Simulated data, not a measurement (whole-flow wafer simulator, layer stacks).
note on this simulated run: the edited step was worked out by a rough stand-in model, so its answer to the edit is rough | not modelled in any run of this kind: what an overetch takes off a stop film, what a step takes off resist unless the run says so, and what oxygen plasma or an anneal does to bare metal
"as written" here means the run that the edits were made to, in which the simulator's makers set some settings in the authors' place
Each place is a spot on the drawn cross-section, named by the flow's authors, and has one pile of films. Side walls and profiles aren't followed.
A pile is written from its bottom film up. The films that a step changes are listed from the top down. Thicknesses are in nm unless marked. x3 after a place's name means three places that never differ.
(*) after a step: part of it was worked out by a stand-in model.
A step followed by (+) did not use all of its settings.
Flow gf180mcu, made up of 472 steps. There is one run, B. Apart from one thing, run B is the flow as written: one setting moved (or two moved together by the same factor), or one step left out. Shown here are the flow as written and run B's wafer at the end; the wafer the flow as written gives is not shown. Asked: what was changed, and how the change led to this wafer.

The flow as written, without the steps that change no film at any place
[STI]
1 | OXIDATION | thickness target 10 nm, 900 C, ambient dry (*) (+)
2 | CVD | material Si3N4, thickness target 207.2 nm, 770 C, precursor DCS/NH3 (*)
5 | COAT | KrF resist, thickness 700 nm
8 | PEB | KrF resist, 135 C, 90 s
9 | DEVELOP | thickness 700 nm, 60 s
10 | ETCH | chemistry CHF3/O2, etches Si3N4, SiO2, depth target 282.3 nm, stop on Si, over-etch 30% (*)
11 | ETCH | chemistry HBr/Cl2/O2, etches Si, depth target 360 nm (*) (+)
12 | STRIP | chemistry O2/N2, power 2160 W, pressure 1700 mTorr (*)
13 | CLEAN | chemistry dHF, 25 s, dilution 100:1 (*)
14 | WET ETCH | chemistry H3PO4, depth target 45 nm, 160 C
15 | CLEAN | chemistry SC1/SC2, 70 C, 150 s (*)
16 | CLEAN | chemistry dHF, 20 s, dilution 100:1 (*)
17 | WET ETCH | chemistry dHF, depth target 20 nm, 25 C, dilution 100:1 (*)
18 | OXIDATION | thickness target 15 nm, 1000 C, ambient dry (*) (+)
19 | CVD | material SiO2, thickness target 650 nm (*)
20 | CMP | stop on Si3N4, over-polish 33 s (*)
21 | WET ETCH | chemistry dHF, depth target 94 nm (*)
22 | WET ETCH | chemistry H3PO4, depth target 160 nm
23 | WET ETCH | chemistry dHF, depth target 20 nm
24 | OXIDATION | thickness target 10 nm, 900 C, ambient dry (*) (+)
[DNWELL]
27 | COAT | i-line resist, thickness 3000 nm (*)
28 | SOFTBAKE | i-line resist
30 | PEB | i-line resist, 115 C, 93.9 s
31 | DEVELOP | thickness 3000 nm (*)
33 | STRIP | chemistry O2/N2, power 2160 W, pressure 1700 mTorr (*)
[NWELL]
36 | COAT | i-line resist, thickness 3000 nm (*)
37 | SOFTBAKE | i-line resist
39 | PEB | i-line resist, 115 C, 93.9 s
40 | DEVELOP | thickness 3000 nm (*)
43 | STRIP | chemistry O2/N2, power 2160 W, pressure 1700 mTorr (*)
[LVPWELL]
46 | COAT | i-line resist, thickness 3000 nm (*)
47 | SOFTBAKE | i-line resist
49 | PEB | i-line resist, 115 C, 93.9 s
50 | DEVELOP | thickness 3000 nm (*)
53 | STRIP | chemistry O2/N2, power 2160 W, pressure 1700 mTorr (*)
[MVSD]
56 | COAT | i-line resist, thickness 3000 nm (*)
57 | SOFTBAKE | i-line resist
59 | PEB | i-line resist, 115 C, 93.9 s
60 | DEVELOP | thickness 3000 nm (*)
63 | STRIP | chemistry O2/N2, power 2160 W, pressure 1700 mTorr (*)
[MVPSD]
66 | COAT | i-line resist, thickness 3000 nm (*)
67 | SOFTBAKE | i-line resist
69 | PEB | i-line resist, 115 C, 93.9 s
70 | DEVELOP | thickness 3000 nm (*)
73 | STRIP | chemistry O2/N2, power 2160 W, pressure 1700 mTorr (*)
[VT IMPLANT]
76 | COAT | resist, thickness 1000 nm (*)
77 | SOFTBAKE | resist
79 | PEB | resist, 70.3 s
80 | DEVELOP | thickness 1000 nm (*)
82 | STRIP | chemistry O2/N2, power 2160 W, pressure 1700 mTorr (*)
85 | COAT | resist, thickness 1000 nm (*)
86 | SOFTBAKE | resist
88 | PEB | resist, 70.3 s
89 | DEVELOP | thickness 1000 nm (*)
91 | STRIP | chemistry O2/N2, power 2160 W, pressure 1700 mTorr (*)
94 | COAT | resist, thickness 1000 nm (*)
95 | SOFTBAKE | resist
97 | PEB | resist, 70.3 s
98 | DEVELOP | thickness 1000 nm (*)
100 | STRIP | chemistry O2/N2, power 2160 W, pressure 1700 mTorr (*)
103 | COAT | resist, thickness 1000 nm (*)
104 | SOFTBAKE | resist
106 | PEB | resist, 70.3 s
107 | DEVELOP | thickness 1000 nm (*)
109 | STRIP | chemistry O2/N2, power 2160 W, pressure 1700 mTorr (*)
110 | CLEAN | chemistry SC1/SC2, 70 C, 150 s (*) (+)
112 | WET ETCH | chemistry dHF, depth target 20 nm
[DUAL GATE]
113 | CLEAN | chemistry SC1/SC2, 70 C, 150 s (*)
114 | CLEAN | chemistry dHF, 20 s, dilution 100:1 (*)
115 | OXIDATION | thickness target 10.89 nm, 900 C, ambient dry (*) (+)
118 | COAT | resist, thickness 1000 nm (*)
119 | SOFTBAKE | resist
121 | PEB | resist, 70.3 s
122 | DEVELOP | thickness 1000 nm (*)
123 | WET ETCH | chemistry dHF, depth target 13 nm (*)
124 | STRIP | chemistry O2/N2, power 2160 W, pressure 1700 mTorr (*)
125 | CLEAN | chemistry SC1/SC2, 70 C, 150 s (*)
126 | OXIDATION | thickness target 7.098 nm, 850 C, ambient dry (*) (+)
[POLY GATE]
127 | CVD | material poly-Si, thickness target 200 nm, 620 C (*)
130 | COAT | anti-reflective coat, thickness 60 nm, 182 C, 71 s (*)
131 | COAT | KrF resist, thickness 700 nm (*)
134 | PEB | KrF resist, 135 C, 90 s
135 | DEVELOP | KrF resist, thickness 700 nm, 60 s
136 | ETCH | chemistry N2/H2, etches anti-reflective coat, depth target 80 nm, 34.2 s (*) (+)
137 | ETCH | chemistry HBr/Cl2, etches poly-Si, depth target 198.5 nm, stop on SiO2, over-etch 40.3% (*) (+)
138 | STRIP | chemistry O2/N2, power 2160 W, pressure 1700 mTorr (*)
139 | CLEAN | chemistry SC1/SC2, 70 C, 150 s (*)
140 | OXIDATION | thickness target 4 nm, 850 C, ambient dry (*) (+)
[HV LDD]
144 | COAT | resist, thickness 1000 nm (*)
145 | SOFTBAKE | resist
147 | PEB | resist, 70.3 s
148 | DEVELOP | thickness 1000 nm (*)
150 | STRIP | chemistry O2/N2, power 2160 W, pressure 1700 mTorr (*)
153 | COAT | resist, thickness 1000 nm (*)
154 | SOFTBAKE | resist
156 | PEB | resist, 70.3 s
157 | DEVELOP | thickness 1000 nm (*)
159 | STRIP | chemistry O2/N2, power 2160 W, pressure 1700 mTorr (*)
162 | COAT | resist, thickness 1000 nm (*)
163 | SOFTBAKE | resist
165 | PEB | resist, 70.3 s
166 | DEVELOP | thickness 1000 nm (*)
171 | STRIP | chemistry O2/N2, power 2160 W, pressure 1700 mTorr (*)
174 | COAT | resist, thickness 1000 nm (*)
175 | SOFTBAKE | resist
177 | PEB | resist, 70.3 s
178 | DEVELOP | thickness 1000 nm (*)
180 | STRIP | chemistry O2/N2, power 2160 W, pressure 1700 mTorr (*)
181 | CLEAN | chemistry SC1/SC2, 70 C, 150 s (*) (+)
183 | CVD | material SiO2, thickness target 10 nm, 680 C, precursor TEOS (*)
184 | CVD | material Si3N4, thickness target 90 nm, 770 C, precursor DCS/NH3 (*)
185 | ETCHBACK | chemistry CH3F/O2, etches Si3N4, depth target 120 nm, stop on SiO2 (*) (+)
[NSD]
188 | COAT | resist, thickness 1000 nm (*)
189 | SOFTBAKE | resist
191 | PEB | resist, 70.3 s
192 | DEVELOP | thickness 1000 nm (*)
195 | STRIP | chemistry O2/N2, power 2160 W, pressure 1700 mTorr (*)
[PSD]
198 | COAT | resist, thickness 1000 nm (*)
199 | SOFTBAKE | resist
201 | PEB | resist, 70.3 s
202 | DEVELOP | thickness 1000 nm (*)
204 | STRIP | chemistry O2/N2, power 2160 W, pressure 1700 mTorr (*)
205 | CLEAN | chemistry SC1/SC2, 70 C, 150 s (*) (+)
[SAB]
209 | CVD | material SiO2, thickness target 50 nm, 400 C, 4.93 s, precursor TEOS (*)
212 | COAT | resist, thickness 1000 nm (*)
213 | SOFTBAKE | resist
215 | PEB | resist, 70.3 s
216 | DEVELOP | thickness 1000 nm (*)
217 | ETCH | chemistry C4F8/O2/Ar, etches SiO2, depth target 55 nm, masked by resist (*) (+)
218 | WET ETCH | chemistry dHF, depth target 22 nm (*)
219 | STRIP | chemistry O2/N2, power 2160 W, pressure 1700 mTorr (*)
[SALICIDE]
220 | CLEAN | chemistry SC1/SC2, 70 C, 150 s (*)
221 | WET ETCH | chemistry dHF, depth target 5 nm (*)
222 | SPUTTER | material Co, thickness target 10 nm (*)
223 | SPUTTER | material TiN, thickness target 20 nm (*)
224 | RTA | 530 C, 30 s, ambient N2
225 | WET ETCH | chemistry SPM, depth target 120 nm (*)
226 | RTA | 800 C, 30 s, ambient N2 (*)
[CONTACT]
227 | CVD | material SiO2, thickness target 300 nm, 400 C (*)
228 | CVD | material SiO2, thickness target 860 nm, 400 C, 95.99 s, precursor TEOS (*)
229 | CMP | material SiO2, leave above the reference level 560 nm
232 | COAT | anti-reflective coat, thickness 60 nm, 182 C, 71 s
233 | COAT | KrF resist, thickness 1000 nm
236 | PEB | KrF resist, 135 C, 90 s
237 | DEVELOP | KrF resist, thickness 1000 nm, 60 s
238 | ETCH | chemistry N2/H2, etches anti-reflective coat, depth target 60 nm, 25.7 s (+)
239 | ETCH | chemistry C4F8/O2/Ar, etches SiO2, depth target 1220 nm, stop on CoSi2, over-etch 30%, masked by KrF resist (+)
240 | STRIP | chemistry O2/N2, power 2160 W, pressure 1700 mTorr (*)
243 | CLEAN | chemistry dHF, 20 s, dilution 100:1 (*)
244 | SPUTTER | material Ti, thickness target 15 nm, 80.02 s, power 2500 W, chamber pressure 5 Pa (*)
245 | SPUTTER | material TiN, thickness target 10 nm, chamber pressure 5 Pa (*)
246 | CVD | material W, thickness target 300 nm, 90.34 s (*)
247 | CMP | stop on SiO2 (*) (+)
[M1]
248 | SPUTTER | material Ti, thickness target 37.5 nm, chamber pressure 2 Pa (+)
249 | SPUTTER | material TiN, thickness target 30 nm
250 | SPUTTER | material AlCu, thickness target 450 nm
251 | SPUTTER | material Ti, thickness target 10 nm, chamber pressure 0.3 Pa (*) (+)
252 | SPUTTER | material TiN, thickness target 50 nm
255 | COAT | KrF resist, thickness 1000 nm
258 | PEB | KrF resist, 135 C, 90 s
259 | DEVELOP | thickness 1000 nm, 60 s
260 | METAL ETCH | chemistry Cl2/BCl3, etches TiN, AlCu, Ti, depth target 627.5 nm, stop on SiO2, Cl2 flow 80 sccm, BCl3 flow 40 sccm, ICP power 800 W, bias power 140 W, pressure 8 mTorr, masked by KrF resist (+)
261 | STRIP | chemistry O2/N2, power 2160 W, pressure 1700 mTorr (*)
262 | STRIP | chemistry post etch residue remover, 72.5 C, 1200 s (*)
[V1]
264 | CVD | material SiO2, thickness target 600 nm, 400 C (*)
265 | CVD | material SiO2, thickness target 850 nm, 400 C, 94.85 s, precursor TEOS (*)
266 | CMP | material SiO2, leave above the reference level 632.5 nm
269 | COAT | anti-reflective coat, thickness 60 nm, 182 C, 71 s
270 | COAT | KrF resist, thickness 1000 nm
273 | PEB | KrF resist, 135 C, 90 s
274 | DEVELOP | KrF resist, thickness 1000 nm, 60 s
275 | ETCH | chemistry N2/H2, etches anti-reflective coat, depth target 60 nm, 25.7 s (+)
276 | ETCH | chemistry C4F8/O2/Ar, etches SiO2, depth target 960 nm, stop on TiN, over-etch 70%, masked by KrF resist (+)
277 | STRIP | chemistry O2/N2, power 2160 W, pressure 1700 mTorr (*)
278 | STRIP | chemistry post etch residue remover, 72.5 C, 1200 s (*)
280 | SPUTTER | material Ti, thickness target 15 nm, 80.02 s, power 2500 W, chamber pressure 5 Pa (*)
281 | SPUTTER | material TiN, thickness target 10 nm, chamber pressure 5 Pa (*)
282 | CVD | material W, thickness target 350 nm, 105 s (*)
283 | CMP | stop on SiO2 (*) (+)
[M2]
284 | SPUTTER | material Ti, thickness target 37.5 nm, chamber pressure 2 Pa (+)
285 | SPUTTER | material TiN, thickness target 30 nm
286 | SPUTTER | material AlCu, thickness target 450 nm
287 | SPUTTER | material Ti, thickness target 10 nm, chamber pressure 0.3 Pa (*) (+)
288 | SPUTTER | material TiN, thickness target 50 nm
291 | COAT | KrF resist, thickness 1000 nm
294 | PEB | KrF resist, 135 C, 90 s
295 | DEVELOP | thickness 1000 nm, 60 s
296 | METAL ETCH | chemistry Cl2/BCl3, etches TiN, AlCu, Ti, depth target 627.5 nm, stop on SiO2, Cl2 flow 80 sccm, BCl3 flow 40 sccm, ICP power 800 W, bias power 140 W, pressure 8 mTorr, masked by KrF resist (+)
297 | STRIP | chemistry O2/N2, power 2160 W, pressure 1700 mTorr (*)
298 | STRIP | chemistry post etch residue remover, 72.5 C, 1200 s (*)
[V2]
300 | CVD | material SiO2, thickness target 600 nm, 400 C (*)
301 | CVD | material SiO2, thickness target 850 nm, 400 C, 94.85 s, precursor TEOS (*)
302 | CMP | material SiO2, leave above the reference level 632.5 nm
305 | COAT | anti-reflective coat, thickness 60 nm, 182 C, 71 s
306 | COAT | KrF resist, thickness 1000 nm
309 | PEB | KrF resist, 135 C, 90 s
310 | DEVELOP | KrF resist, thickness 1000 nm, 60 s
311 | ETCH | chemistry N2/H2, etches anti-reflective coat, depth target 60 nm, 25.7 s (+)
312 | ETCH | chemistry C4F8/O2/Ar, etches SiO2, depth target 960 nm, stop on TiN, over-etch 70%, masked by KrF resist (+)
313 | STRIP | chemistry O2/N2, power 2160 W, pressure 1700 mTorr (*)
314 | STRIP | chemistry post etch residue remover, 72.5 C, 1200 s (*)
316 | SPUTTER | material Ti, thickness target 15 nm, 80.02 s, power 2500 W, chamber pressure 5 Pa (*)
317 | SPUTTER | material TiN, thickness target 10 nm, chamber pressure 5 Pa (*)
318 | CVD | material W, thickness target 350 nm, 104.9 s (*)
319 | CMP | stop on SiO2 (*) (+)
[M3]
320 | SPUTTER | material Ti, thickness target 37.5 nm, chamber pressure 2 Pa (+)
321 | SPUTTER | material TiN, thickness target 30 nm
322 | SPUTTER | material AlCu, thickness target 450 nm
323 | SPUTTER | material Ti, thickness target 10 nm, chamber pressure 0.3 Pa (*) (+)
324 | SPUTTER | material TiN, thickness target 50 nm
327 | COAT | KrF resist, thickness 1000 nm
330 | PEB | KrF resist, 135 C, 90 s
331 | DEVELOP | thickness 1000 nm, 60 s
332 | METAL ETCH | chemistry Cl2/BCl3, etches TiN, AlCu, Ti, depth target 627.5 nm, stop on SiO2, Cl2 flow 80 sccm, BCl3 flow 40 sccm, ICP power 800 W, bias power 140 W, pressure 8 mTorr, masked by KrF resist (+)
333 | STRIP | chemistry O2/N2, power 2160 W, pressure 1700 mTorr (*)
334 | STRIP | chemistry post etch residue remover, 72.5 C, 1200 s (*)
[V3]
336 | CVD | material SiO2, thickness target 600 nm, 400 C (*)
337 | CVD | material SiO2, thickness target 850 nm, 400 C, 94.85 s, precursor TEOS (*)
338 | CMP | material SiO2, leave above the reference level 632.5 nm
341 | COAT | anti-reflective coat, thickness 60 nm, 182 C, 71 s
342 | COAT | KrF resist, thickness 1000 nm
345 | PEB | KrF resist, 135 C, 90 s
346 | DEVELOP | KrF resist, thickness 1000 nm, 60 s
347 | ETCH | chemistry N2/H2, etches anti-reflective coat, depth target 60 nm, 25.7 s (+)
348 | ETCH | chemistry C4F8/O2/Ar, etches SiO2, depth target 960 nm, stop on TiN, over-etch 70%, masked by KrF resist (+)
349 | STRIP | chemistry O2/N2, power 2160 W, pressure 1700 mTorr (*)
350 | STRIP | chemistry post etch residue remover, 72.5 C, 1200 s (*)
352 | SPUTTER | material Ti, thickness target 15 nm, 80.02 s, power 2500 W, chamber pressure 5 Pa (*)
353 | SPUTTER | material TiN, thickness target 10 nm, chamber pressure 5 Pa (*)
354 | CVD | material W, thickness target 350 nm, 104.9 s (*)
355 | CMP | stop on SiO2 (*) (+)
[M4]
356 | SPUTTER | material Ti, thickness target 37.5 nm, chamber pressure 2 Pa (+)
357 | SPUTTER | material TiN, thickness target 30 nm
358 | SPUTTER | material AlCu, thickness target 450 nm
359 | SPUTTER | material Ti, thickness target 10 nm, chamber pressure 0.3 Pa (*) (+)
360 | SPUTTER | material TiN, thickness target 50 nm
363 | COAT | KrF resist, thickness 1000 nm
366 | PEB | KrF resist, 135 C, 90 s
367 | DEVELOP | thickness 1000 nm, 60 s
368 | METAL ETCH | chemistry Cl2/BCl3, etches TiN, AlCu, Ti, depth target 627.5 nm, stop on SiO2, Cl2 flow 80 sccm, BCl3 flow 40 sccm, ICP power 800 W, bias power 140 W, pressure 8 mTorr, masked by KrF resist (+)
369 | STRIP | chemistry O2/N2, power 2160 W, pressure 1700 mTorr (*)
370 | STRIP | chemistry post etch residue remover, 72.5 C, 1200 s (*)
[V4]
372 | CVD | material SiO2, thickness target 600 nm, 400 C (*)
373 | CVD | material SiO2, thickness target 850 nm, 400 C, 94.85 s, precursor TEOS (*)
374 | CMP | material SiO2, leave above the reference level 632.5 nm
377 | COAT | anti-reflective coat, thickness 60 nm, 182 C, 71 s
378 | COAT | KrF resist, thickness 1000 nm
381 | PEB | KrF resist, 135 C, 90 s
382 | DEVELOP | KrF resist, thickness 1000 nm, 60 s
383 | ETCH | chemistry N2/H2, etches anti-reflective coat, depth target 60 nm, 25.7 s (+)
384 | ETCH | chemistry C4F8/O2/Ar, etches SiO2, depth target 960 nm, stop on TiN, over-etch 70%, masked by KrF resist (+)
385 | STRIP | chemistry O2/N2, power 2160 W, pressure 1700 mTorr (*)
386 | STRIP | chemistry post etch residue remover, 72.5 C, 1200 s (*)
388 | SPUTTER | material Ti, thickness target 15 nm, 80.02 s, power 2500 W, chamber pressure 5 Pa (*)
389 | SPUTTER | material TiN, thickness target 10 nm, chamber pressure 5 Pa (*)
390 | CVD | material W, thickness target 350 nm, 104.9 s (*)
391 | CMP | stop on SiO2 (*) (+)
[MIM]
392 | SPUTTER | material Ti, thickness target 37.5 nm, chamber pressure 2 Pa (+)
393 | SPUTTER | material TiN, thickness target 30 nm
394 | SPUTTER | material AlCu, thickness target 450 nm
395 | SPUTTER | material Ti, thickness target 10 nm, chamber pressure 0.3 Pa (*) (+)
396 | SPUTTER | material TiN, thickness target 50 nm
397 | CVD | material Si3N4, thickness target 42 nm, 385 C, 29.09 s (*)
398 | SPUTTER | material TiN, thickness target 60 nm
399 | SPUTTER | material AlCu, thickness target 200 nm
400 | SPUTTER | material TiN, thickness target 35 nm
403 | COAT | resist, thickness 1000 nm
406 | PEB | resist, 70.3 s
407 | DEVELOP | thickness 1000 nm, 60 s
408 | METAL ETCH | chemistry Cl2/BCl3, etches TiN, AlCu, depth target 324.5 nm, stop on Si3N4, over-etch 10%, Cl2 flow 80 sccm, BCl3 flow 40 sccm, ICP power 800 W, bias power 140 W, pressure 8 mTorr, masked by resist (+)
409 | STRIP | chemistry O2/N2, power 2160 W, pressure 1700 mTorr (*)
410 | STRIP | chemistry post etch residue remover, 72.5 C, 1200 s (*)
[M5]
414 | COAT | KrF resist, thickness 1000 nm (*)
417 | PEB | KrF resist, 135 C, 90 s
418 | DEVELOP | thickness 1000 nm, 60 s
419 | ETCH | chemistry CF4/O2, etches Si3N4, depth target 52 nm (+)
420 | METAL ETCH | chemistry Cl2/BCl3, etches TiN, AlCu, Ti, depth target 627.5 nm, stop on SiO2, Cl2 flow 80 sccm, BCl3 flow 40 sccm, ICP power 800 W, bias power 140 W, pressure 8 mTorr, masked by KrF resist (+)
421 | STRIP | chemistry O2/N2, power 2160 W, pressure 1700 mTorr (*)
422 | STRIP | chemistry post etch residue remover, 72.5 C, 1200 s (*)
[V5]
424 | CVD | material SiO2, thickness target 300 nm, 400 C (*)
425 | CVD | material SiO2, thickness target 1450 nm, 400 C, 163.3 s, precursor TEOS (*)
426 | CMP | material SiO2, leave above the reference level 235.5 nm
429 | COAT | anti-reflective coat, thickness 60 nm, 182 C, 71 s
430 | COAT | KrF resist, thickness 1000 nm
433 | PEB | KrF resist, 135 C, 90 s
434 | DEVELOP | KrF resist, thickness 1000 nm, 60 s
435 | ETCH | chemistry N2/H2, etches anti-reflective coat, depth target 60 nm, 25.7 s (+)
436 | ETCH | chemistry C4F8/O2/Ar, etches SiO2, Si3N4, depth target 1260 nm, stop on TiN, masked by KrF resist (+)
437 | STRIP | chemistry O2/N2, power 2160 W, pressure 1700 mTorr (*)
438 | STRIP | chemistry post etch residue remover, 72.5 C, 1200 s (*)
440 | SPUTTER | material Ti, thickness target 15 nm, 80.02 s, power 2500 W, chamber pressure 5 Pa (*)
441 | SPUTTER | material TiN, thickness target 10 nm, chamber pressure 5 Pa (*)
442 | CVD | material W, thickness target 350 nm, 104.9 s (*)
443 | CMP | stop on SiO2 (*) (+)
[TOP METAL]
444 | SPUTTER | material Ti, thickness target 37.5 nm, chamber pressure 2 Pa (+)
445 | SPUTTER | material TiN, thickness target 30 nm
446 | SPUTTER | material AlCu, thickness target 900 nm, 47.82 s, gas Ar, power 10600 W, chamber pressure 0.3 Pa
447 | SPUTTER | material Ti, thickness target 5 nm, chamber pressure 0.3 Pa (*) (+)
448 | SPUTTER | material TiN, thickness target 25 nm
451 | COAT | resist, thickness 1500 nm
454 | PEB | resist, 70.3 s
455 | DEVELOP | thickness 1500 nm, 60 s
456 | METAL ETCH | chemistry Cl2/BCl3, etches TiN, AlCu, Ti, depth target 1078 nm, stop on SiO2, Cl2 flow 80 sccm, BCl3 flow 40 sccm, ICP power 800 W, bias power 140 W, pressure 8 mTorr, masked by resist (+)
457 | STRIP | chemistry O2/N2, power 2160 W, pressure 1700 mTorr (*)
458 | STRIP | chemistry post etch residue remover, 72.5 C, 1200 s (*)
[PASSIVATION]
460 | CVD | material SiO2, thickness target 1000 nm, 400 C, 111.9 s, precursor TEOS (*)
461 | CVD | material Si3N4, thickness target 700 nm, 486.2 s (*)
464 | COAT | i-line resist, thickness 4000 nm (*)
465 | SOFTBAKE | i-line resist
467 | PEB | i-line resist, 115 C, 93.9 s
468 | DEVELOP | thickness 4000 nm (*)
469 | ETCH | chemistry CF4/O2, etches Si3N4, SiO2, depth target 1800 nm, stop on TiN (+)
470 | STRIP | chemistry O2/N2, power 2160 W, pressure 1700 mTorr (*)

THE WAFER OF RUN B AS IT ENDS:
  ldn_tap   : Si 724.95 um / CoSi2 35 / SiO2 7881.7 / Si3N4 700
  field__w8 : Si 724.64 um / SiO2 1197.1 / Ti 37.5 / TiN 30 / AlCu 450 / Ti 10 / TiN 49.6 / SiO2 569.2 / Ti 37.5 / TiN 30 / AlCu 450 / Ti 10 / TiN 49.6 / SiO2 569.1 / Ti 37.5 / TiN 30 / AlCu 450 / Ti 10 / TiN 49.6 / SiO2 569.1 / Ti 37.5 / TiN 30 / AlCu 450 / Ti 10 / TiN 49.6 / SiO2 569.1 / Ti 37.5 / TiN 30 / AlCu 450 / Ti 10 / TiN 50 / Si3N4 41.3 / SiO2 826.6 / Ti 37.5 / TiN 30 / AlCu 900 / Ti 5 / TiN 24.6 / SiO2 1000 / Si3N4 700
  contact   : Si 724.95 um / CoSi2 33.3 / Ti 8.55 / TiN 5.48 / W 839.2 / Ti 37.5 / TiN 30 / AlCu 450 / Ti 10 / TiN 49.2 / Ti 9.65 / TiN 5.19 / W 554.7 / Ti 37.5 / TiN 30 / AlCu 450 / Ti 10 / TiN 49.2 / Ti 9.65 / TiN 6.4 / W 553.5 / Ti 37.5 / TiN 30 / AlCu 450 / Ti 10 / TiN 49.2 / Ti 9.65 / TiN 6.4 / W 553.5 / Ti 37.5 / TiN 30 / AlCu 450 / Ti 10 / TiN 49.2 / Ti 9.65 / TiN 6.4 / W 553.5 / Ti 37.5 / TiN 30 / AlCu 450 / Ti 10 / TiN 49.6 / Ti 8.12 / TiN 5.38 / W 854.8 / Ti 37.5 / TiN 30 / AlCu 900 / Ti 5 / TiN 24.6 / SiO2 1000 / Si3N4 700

The reason: step 281, SPUTTER: thickness target 8.1 nm was run, while the flow as written has thickness target 10 nm.

The path from the change to this, step by step:
  281 | SPUTTER | material TiN, thickness target 10 nm, chamber pressure 5 Pa (*)
      field, field__w1, field__w2 and 107 more: TiN gains 8.1 (new film) (as written it would have been: TiN gains 10 (new film))
      contact: TiN gains 5.19 (new film) (as written it would have been: TiN gains 6.4 (new film))
  283 | CMP | stop on SiO2 (*) (+)
      field, field__w1, field__w2 and 107 more: W loses 350 (all of it), TiN loses 8.1 (all of it), Ti loses 15 (all of it), SiO2 loses 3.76 (as written it would have been: W loses 350 (all of it), TiN loses 10 (all of it), Ti loses 15 (all of it), SiO2 loses 3.78)
